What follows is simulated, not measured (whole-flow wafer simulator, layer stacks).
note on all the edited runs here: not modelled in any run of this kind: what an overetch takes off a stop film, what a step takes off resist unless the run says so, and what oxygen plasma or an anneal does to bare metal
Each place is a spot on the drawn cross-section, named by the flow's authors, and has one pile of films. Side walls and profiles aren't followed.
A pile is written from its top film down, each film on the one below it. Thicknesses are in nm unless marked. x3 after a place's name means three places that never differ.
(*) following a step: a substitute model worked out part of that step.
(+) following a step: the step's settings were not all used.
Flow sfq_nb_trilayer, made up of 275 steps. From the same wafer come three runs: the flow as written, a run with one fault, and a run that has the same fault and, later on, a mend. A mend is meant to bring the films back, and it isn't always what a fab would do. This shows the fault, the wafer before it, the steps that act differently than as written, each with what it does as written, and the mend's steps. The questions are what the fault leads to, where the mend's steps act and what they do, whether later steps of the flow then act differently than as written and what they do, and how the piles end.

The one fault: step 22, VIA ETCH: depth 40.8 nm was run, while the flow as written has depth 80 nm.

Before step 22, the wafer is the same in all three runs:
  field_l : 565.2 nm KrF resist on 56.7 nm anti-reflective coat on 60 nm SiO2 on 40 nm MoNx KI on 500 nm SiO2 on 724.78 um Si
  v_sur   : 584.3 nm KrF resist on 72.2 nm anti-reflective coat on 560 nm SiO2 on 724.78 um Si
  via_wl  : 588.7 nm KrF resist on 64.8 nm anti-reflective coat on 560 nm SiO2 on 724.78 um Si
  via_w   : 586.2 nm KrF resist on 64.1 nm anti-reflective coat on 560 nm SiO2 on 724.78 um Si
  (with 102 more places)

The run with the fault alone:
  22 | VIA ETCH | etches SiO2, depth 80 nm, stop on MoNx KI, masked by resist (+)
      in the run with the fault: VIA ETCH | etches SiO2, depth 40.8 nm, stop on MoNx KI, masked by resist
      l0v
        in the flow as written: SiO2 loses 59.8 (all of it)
        in the run with the fault: SiO2 loses 40.8
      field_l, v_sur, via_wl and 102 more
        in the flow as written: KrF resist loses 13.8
        in the run with the fault: KrF resist loses 7.03
  Steps later in the flow that act otherwise than as written (not shown: 8 more steps that differ only slightly, by at most 2% or 0.5 nm, whichever is larger):
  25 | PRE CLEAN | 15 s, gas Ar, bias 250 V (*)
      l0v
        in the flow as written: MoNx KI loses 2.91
        in the run with the fault: SiO2 loses 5
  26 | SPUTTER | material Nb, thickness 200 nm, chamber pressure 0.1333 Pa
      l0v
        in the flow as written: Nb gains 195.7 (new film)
        in the run with the fault: Nb gains 200 (new film)
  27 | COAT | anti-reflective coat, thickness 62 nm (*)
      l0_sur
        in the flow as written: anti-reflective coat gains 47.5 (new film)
        in the run with the fault: anti-reflective coat gains 49.6 (new film)
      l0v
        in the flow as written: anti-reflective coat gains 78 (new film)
        in the run with the fault: anti-reflective coat gains 72.5 (new film)
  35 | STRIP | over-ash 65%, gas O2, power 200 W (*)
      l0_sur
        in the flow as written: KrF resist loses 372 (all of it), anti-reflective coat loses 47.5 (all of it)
        in the run with the fault: KrF resist loses 373.1 (all of it), anti-reflective coat loses 49.6 (all of it)
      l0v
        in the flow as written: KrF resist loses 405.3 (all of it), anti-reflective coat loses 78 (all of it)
        in the run with the fault: KrF resist loses 393.9 (all of it), anti-reflective coat loses 72.5 (all of it)
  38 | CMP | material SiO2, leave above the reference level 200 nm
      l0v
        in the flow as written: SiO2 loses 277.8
        in the run with the fault: SiO2 loses 299
  By the end, the piles at l0v depart from the flow's by more than 2% or 0.5 nm, whichever is larger.
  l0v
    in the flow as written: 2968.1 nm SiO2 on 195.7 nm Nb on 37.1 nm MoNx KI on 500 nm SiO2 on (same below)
    in the run with the fault: 2946.8 nm SiO2 on 200 nm Nb on 14 nm SiO2 on 40 nm MoNx KI on 500 nm SiO2 on (same below)

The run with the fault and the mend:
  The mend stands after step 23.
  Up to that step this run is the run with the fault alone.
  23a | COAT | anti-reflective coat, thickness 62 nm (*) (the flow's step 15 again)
      p4_fl x3, p4_w1 x9, p4_g1 x2 and 59 more
        anti-reflective coat gains 62 (new film)
      jj_sur, ce_l, c5j, ce_r, sp_r, be_r, r_sur, res
        anti-reflective coat gains 63.6 (new film)
      be, be_sur, gap, r_end, moat, field_r, lsp_l
        anti-reflective coat gains 63.7 (new film)
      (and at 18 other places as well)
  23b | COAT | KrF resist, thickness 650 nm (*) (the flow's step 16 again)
      p4_fl x3, p4_w1 x9, p4_g1 x2 and 59 more
        KrF resist gains 650 (new film)
      jj_sur, ce_l, c5j, ce_r, sp_r, be_r, r_sur, res
        KrF resist gains 656.8 (new film)
      l0r_line_l, l0r_line_c, l0r_line_r
        KrF resist gains 646 (new film)
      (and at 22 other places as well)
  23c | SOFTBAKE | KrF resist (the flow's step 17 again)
      does not change any film at any place that is followed
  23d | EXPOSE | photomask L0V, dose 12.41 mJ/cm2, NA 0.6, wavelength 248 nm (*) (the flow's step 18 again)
      does not change any film at any place that is followed
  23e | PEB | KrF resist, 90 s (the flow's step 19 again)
      p4_fl x3, p4_w1 x9, p4_g1 x2 and 59 more
        KrF resist loses 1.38
      via_v, wire, be and 16 more
        KrF resist loses 1.39
      v_sur, via_w, via_wr, via_sp, ln_m6, lsp_r, l0v
        KrF resist loses 1.4
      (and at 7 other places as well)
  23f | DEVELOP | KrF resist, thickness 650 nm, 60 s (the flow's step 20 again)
      field_l, v_sur, via_wl and 102 more
        KrF resist loses 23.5
      l0v
        KrF resist loses 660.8 (all of it)
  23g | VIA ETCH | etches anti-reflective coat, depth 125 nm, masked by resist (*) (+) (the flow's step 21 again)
      field_l, v_sur, via_wl and 102 more
        KrF resist loses 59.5
      l0v
        anti-reflective coat loses 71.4 (all of it), SiO2 loses 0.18
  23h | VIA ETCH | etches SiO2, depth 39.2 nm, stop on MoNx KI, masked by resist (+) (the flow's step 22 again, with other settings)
      field_l, v_sur, via_wl and 102 more
        KrF resist loses 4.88
      l0v
        SiO2 loses 18.9 (all of it)
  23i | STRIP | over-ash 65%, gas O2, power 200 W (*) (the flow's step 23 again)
      p4_fl x3, p4_w1 x9, p4_g1 x2 and 59 more
        KrF resist loses 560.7 (all of it), anti-reflective coat loses 62 (all of it)
      jj_sur, ce_l, c5j, ce_r, sp_r, be_r, r_sur, res
        KrF resist loses 567.5 (all of it), anti-reflective coat loses 63.6 (all of it)
      l0r_line_l, l0r_line_c, l0r_line_r
        KrF resist loses 556.8 (all of it), anti-reflective coat loses 59 (all of it)
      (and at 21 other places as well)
  Every later step of the flow that is run acts as written at every place that is followed.
  By the end, the piles equal the flow's at every place that both follow.
